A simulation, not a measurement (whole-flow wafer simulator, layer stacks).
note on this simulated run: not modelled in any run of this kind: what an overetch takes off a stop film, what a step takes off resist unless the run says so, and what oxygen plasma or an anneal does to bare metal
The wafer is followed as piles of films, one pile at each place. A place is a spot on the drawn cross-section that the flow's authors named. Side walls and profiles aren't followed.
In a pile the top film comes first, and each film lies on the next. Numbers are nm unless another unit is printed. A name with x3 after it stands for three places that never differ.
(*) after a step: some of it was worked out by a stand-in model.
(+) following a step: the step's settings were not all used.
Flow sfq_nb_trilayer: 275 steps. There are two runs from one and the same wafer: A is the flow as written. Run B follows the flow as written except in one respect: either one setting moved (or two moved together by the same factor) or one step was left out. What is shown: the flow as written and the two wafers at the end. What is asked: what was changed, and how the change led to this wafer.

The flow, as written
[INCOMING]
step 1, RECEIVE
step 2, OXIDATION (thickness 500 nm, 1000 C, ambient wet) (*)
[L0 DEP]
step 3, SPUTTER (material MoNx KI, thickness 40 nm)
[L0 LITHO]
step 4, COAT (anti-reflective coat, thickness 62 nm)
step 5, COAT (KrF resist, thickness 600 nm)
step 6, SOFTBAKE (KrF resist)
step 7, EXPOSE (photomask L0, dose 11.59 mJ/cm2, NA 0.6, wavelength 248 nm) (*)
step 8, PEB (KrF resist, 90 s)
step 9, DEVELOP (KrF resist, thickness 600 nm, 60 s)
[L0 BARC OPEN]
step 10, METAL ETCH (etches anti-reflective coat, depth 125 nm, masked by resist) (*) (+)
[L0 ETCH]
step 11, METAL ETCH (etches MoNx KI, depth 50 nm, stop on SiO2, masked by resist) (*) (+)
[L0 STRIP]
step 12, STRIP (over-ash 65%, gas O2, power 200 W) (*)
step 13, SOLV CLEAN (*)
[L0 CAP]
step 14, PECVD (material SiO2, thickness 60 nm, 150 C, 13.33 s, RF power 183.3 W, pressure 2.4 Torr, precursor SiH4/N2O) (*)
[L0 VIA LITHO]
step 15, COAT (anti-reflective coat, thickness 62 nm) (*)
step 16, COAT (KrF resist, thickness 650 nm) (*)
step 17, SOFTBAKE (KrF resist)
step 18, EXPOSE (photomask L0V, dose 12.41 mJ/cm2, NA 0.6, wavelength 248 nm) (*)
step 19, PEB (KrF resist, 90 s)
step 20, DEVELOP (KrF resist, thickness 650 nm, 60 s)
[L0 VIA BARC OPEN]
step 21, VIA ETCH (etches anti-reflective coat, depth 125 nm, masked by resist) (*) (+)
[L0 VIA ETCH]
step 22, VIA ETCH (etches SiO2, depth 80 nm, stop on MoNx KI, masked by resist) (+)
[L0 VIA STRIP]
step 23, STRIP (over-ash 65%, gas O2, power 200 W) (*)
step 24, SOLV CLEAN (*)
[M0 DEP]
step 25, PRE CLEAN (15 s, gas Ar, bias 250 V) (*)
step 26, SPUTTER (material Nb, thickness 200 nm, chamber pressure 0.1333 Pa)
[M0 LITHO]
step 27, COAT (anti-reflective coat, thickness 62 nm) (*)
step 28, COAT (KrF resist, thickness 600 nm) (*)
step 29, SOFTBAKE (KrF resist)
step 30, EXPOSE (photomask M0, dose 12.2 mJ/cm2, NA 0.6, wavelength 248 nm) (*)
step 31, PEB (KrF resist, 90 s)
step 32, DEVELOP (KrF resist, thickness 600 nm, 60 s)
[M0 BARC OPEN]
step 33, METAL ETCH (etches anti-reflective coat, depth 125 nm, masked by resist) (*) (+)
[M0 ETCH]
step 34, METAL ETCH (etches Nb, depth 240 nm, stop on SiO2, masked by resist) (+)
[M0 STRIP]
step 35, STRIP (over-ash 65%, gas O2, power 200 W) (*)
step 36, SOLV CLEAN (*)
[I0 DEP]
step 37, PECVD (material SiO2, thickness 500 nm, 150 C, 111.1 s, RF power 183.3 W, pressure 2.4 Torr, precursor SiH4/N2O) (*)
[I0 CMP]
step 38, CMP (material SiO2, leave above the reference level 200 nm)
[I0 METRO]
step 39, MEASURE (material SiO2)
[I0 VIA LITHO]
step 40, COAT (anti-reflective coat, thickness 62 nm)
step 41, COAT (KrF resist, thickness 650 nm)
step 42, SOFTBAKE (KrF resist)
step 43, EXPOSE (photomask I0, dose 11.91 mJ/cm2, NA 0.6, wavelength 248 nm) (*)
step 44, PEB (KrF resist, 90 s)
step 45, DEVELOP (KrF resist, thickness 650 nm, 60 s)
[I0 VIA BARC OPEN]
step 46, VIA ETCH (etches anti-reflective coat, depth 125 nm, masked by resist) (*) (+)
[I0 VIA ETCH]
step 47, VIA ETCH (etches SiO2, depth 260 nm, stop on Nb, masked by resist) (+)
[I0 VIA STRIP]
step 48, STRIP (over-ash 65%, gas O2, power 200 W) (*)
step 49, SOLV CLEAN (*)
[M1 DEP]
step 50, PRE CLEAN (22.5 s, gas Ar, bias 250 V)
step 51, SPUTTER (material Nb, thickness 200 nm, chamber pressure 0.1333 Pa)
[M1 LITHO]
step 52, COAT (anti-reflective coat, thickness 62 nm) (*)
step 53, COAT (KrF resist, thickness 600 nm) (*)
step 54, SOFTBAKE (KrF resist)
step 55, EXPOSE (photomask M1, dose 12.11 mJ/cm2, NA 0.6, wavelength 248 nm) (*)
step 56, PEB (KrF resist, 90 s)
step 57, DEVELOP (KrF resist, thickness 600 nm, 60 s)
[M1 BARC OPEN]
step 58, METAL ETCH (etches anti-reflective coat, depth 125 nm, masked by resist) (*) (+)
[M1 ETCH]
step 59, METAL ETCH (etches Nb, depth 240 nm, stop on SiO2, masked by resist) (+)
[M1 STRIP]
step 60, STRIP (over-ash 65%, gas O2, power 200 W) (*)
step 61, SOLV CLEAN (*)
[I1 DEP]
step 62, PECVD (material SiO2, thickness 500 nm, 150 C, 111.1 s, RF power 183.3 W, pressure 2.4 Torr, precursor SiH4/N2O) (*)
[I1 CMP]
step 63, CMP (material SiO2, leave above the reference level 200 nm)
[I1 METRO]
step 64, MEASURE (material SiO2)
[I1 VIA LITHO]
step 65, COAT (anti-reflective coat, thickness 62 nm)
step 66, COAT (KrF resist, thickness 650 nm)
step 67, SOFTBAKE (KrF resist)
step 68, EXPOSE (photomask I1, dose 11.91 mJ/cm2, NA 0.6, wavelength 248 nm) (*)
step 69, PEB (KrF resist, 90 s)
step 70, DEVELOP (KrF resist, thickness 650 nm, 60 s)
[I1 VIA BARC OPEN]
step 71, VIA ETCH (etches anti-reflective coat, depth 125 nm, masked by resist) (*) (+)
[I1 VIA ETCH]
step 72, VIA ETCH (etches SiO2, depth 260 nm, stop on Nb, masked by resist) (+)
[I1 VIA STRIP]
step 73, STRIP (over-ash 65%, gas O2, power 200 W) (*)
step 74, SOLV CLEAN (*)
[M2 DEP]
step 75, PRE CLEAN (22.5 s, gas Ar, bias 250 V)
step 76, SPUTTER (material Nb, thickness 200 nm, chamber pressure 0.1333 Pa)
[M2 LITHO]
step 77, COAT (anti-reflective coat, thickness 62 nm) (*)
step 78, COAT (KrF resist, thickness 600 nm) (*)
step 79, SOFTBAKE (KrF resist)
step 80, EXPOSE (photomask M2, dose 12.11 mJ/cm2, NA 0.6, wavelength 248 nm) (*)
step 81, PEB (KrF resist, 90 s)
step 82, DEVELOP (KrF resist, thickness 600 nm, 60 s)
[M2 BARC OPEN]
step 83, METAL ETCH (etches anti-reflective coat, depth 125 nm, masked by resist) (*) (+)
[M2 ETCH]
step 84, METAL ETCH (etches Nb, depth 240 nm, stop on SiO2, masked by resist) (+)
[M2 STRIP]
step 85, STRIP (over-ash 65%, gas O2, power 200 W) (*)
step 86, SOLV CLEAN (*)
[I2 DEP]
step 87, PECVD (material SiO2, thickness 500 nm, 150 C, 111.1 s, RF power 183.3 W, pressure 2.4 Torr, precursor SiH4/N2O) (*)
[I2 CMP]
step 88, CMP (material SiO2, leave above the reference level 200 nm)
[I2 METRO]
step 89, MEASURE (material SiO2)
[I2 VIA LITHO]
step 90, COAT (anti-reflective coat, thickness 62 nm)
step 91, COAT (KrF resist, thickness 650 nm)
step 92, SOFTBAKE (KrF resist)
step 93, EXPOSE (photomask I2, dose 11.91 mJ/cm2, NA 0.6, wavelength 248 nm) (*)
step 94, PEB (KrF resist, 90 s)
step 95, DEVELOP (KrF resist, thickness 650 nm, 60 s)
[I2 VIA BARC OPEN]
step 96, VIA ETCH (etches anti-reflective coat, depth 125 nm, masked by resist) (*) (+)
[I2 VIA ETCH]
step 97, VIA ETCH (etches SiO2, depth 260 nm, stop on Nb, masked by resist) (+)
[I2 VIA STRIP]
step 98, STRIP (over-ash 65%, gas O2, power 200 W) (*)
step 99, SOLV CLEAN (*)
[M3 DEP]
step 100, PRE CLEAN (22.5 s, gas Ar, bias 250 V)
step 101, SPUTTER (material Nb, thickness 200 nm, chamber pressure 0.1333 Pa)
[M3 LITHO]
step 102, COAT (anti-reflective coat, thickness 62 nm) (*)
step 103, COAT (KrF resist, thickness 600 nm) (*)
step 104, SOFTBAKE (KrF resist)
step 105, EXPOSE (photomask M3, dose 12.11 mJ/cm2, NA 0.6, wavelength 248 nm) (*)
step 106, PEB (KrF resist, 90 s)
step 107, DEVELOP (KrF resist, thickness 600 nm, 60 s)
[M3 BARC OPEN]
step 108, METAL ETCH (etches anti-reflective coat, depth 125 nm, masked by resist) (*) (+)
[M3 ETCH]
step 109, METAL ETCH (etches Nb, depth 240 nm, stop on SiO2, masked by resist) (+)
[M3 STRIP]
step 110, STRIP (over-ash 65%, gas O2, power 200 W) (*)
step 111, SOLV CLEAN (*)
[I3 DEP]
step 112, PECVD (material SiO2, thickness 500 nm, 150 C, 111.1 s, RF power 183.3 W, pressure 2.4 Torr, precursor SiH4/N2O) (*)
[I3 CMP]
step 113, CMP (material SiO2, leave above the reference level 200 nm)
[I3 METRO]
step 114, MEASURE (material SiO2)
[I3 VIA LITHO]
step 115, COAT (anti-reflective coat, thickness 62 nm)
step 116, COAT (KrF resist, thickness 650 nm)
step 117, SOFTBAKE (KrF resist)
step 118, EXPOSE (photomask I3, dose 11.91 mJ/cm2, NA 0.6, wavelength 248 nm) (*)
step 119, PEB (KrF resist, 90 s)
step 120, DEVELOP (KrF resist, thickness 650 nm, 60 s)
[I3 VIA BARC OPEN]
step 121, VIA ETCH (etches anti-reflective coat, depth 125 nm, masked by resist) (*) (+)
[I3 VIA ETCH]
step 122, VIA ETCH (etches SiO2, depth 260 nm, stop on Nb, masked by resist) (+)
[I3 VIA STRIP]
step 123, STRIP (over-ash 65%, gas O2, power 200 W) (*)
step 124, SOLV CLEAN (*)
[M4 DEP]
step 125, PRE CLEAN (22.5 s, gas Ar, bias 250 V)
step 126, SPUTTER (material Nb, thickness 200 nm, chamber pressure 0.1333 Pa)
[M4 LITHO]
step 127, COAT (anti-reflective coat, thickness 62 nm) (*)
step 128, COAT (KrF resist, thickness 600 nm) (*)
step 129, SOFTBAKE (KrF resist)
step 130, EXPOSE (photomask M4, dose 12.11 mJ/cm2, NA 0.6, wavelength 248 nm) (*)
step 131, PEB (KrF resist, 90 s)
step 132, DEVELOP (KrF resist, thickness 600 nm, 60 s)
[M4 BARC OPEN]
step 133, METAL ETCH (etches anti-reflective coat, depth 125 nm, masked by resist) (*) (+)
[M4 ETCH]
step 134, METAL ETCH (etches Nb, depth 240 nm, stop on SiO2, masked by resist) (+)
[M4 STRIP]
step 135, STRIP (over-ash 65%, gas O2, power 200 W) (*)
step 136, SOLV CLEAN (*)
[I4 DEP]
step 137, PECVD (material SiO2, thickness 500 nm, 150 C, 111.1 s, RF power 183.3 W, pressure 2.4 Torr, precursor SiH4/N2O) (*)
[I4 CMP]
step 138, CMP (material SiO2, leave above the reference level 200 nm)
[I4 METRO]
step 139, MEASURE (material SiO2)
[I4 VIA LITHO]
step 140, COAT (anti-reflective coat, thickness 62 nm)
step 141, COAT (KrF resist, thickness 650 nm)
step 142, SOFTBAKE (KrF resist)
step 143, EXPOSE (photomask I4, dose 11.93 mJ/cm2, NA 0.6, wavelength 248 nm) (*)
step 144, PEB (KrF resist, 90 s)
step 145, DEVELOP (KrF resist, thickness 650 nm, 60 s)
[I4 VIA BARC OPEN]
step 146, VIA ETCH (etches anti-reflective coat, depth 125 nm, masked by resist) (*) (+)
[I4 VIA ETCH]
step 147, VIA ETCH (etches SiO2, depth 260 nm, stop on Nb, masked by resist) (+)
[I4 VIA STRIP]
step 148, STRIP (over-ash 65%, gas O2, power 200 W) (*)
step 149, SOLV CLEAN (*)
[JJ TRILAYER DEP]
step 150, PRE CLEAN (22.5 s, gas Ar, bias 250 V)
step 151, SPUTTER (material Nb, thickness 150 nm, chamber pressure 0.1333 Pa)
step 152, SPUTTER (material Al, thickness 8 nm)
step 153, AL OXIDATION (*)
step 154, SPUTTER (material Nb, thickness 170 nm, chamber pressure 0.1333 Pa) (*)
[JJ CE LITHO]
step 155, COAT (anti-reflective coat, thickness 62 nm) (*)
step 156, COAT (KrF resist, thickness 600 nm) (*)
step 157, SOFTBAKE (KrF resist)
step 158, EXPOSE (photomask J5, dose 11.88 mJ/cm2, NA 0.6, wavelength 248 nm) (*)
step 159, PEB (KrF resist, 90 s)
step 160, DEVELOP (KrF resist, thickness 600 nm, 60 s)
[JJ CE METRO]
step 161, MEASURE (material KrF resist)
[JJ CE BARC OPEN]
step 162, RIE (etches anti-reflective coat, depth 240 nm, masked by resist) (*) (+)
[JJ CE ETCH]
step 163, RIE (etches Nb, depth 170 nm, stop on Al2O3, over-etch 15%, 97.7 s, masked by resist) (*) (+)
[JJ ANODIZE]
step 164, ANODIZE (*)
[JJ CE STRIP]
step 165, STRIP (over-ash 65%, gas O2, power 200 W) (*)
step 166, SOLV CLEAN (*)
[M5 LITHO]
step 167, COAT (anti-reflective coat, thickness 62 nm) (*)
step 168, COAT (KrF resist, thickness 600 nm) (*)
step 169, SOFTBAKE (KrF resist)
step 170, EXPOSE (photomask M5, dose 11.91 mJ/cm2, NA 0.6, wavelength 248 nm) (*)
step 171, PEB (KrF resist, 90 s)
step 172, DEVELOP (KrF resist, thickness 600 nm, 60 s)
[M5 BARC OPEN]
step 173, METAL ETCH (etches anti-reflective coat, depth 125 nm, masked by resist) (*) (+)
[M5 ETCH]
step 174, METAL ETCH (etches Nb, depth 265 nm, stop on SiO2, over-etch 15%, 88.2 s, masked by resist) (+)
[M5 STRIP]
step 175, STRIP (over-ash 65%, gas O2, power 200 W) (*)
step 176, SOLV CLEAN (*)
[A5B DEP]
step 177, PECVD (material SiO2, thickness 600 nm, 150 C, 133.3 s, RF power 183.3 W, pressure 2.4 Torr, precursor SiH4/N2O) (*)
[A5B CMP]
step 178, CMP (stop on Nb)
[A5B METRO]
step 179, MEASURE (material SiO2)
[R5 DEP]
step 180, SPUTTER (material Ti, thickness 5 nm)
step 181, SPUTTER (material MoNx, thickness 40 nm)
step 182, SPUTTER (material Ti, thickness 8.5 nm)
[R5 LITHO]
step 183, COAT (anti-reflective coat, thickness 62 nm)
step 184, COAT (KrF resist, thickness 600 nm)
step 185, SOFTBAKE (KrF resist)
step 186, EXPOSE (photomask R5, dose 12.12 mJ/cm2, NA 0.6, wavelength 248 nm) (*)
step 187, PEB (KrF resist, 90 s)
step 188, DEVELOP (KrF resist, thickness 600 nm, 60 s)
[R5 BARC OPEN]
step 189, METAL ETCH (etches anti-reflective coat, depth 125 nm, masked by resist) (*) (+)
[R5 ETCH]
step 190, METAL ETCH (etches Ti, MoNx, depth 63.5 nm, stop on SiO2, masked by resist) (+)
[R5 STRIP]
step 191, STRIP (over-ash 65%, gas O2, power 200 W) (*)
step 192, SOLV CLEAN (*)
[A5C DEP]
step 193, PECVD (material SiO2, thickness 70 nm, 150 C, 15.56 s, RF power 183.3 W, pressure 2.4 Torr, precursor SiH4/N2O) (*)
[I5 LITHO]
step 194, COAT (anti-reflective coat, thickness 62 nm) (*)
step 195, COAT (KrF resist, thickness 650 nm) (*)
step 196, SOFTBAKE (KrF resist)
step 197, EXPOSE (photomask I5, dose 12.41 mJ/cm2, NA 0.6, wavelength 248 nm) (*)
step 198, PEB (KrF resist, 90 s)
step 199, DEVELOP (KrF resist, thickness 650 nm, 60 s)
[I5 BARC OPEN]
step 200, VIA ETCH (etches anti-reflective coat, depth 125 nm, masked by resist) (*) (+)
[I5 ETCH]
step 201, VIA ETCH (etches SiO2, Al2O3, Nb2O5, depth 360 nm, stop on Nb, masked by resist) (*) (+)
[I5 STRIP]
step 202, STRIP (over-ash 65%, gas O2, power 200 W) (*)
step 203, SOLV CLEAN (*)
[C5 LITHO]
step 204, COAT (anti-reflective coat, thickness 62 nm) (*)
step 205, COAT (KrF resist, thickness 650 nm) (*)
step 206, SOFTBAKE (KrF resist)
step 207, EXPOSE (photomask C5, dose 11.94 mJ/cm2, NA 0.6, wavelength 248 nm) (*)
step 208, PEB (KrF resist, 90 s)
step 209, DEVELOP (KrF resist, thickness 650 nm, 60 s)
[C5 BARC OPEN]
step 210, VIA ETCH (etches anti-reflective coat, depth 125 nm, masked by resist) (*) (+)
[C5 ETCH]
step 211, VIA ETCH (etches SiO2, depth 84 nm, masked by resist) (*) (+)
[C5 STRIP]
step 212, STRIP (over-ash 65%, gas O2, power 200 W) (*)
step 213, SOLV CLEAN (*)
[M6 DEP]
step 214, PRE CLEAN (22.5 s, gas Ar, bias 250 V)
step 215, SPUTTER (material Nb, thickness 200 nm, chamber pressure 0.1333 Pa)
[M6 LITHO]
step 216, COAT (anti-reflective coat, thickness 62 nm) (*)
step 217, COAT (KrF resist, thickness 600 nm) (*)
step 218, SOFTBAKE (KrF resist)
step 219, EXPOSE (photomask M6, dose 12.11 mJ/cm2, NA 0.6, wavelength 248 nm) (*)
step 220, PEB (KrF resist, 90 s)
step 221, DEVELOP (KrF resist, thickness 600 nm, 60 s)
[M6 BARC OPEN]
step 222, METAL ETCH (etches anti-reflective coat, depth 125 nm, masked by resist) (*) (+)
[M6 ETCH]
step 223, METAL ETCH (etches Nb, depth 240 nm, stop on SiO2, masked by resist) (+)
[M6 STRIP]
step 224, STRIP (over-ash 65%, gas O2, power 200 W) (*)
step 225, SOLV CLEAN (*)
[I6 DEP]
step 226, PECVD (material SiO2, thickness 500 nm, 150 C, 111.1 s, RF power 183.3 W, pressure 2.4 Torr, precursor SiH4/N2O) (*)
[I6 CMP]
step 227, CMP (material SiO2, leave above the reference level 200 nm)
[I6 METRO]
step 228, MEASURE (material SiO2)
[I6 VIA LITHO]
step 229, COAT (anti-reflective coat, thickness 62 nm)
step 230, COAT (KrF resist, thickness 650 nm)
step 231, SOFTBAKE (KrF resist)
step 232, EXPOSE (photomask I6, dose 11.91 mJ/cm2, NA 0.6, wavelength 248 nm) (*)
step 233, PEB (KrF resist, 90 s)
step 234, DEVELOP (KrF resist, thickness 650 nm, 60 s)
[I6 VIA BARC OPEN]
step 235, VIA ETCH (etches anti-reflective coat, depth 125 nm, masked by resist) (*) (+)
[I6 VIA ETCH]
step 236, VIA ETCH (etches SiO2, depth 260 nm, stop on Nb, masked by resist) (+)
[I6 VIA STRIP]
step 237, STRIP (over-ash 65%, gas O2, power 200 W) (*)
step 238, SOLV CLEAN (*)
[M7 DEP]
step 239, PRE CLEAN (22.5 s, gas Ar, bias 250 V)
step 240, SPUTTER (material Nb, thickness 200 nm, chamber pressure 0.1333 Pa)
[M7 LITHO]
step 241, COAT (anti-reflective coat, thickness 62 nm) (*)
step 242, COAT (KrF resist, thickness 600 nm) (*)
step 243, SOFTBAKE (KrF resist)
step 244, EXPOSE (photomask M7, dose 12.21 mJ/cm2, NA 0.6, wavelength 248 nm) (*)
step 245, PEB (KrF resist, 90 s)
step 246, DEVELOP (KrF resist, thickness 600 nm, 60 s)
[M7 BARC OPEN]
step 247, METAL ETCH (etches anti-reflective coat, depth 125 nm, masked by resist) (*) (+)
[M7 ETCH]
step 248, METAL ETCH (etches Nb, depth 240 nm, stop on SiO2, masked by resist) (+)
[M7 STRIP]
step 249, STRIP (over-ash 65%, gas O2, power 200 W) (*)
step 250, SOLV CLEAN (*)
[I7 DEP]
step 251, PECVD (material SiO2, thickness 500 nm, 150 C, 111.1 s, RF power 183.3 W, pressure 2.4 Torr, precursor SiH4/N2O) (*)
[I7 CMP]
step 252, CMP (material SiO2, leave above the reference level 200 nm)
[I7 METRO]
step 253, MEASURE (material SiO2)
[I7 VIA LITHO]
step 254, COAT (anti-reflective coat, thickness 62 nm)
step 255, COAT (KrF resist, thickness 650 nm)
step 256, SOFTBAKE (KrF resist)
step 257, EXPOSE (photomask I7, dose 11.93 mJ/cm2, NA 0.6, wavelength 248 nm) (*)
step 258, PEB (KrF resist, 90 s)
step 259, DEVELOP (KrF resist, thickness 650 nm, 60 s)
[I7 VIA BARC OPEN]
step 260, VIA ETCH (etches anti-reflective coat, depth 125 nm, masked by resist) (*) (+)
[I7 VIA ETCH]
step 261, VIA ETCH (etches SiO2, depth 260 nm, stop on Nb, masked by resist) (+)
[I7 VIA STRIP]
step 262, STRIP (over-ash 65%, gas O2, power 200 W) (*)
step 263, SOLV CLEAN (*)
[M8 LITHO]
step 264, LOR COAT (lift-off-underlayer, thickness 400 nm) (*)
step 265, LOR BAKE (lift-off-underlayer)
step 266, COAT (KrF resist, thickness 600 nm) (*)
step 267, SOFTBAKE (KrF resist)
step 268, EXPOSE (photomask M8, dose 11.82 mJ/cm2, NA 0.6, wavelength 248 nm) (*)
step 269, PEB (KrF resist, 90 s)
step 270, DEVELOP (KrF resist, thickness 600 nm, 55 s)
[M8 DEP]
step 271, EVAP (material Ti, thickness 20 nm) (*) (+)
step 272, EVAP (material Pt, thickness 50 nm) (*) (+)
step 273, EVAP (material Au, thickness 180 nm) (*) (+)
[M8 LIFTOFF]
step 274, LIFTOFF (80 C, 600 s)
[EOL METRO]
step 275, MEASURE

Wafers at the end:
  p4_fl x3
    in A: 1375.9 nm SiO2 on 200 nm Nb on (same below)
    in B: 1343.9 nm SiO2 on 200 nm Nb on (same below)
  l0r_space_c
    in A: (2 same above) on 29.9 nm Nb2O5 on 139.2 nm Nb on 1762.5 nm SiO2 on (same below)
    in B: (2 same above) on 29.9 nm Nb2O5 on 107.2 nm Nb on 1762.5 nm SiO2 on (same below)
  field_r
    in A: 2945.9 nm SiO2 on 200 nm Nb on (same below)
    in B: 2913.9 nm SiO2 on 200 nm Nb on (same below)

The reason: step 151, SPUTTER: thickness 118 nm was run, while the flow as written has thickness 150 nm.

The path from the change to this, step by step:
  step 151, SPUTTER (material Nb, thickness 150 nm, chamber pressure 0.1333 Pa)
      field_l, v_sur, via_sp and 100 more: A +150 Nb (new film) | B +118 Nb (new film)
      via_wl, via_w, via_wr: A +130.4 Nb | B +102.4 Nb
  step 155, COAT (anti-reflective coat, thickness 62 nm) (*)
      via_wl, via_wr: A +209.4 anti-reflective coat (new film) | B +201.1 anti-reflective coat (new film)
      via_w: A +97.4 anti-reflective coat (new film) | B +95 anti-reflective coat (new film)
  step 162, RIE (etches anti-reflective coat, depth 240 nm, masked by resist) (*) (+)
      ce_l, c5j, ce_r, wl_jj: A -209.4 KrF resist | B -201.1 KrF resist
      via_wl, via_wr: A -209.4 anti-reflective coat (all of it) | B -201.1 anti-reflective coat (all of it)
      (also at 1 further place)
  step 165, STRIP (over-ash 65%, gas O2, power 200 W) (*)
      ce_l: A -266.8 KrF resist (all of it), -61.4 anti-reflective coat (all of it) | B -275.1 KrF resist (all of it), -61.4 anti-reflective coat (all of it)
      c5j: A -266.9 KrF resist (all of it), -61.5 anti-reflective coat (all of it) | B -275.1 KrF resist (all of it), -61.5 anti-reflective coat (all of it)
      (also at 2 further places)
  step 167, COAT (anti-reflective coat, thickness 62 nm) (*)
      via_wl: A +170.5 anti-reflective coat (new film) | B +165.6 anti-reflective coat (new film)
      via_wr: A +170.6 anti-reflective coat (new film) | B +165.7 anti-reflective coat (new film)
  step 174, METAL ETCH (etches Nb, depth 265 nm, stop on SiO2, over-etch 15%, 88.2 s, masked by resist) (+)
      field_l, r_sur, res and 50 more: A -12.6 Al2O3 (all of it), -29.9 Nb2O5 (all of it), -139.2 Nb (all of it), -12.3 SiO2 | B -12.6 Al2O3 (all of it), -29.9 Nb2O5 (all of it), -107.2 Nb (all of it), -15.5 SiO2
  step 175, STRIP (over-ash 65%, gas O2, power 200 W) (*)
      via_wl: A -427 KrF resist (all of it), -170.5 anti-reflective coat (all of it) | B -428.4 KrF resist (all of it), -165.6 anti-reflective coat (all of it)
      via_wr: A -427.6 KrF resist (all of it), -170.6 anti-reflective coat (all of it) | B -429 KrF resist (all of it), -165.7 anti-reflective coat (all of it)
  step 178, CMP (stop on Nb)
      field_l, p4_fl x3, p4_w1 x9 and 29 more: A -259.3 SiO2 | B -288.1 SiO2
      r_sur, res, r_end, moat, field_r, lsp_l: A -252.3 SiO2 | B -282.1 SiO2
      (also at 5 further places)
